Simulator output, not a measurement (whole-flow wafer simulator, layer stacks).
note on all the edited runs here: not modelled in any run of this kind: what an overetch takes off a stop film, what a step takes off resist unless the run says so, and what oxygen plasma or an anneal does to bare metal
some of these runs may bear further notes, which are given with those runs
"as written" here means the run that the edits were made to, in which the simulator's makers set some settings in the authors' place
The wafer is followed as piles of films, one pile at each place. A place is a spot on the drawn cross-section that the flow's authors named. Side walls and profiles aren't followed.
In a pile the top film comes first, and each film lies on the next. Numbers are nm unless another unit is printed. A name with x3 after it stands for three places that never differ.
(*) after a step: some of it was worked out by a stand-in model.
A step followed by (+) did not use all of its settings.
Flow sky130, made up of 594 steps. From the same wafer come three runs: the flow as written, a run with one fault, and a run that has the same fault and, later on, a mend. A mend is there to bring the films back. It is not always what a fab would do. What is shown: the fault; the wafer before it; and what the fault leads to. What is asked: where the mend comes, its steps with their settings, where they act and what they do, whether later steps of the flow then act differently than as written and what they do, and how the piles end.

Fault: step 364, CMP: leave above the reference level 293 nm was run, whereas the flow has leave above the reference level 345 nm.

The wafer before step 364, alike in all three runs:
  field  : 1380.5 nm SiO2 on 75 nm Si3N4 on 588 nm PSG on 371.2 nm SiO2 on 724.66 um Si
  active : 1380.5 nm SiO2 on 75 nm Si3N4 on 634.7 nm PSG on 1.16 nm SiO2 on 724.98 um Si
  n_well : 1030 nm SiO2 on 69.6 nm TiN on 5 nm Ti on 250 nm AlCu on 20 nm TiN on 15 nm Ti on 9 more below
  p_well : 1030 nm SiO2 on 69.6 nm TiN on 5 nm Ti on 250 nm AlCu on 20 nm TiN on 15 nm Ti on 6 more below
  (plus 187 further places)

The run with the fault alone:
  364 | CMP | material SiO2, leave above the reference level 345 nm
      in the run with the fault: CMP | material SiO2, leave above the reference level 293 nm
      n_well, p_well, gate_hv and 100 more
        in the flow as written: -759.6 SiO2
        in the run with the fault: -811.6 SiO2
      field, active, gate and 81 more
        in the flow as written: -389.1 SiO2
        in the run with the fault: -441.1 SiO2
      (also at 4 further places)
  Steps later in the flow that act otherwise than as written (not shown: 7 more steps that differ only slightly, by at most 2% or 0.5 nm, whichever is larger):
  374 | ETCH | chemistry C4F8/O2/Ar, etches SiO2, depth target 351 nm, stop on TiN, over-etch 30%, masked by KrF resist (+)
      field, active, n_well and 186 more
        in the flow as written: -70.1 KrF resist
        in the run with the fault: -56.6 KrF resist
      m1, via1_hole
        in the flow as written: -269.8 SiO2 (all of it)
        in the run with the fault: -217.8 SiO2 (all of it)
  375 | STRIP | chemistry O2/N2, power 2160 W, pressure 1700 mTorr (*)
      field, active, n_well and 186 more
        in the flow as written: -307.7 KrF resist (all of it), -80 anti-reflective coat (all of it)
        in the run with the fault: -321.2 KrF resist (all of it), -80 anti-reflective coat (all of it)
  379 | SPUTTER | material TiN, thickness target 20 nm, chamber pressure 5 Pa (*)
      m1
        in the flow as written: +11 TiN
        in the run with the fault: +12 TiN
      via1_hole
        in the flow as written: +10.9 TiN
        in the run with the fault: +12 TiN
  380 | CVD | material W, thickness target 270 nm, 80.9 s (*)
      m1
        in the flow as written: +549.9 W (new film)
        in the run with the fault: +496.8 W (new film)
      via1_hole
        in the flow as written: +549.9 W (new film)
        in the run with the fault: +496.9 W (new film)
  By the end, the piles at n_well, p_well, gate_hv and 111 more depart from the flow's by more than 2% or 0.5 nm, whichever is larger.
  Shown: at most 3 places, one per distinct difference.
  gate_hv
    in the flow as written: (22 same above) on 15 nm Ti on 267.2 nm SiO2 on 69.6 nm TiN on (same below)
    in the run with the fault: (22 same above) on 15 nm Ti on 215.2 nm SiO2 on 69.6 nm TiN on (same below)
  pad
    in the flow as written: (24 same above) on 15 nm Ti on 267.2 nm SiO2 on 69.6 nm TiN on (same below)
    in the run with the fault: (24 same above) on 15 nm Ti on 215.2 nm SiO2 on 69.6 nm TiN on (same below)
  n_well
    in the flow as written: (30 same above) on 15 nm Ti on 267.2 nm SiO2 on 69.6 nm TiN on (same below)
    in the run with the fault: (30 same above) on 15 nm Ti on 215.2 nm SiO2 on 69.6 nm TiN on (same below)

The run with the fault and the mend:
  After step 364 comes the mend.
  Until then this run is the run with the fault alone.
  364a | HDPCVD | thickness target 52 nm (*) (a further turn of the flow's step 363, with different settings)
      field, active, n_well and 188 more
        +52 SiO2
  None of the later steps of the flow differs from how it acts as written, at any place that is followed, by more than 2% or 0.5 nm, whichever is larger.
  By the end, the piles equal the flow's at every place that both follow.
